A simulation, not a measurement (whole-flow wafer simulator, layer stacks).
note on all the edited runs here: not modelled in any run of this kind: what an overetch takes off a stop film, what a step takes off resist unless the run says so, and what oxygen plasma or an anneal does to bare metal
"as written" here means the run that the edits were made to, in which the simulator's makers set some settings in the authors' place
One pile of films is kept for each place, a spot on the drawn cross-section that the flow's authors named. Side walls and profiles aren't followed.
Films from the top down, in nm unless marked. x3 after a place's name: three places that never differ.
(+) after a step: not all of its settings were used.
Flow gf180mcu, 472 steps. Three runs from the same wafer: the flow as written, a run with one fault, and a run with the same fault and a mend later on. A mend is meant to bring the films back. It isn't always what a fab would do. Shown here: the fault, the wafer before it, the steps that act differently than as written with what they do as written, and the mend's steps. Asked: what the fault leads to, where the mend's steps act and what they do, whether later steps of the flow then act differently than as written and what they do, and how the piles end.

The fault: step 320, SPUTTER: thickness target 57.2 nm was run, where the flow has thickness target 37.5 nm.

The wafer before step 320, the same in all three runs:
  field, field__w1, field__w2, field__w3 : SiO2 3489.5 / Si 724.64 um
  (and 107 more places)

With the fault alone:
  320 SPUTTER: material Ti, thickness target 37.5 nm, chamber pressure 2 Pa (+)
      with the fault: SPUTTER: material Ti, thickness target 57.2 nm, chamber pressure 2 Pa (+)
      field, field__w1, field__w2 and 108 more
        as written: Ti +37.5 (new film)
        with the fault: Ti +57.2 (new film)
  Later steps of the flow that act differently than as written:
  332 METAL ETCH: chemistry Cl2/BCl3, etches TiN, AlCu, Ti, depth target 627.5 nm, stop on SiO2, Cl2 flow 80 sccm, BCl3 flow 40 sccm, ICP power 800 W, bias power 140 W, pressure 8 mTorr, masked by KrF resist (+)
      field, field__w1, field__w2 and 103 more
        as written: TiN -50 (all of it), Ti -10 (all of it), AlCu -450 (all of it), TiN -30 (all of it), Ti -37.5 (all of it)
        with the fault: TiN -50 (all of it), Ti -10 (all of it), AlCu -450 (all of it), TiN -30 (all of it), Ti -57.2 (all of it)
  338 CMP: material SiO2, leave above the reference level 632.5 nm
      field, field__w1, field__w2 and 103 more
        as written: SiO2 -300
        with the fault: SiO2 -280.3
  At the end the piles differ from the flow's by more than 2% or 0.5 nm, whichever is larger, at field__w8, contact, m1, m1__w1, m1_nw.
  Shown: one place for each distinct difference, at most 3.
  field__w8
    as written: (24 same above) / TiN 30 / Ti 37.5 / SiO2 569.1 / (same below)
    with the fault: (24 same above) / TiN 30 / Ti 57.2 / SiO2 569.1 / (same below)
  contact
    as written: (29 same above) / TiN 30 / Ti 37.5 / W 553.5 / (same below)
    with the fault: (29 same above) / TiN 30 / Ti 57.2 / W 553.5 / (same below)

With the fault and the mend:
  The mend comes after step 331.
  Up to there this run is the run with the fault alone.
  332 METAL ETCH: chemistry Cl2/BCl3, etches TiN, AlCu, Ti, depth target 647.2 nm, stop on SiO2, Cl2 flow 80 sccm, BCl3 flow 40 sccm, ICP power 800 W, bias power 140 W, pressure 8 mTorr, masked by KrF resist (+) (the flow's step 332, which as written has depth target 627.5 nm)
      field, field__w1, field__w2 and 103 more
        TiN -50 (all of it), Ti -10 (all of it), AlCu -450 (all of it), TiN -30 (all of it), Ti -57.2 (all of it)
      field__w8, contact, m1, m1__w1, m1_nw
        KrF resist -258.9
  Later steps of the flow that act differently than as written (1 more step differs only slightly, by at most 2% or 0.5 nm, whichever is larger, and isn't shown):
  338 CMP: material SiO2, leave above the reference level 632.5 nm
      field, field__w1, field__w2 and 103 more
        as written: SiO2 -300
        with the mend: SiO2 -280.3
  At the end the piles differ from the flow's by more than 2% or 0.5 nm, whichever is larger, at field__w8, contact, m1, m1__w1, m1_nw.
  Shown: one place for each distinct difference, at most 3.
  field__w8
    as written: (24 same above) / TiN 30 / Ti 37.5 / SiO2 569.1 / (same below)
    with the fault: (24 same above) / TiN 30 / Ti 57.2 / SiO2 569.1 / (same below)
    with the mend: (24 same above) / TiN 30 / Ti 57.2 / SiO2 569.1 / (same below)
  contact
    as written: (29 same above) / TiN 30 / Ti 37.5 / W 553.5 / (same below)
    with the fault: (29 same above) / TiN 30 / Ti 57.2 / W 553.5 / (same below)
    with the mend: (29 same above) / TiN 30 / Ti 57.2 / W 553.5 / (same below)
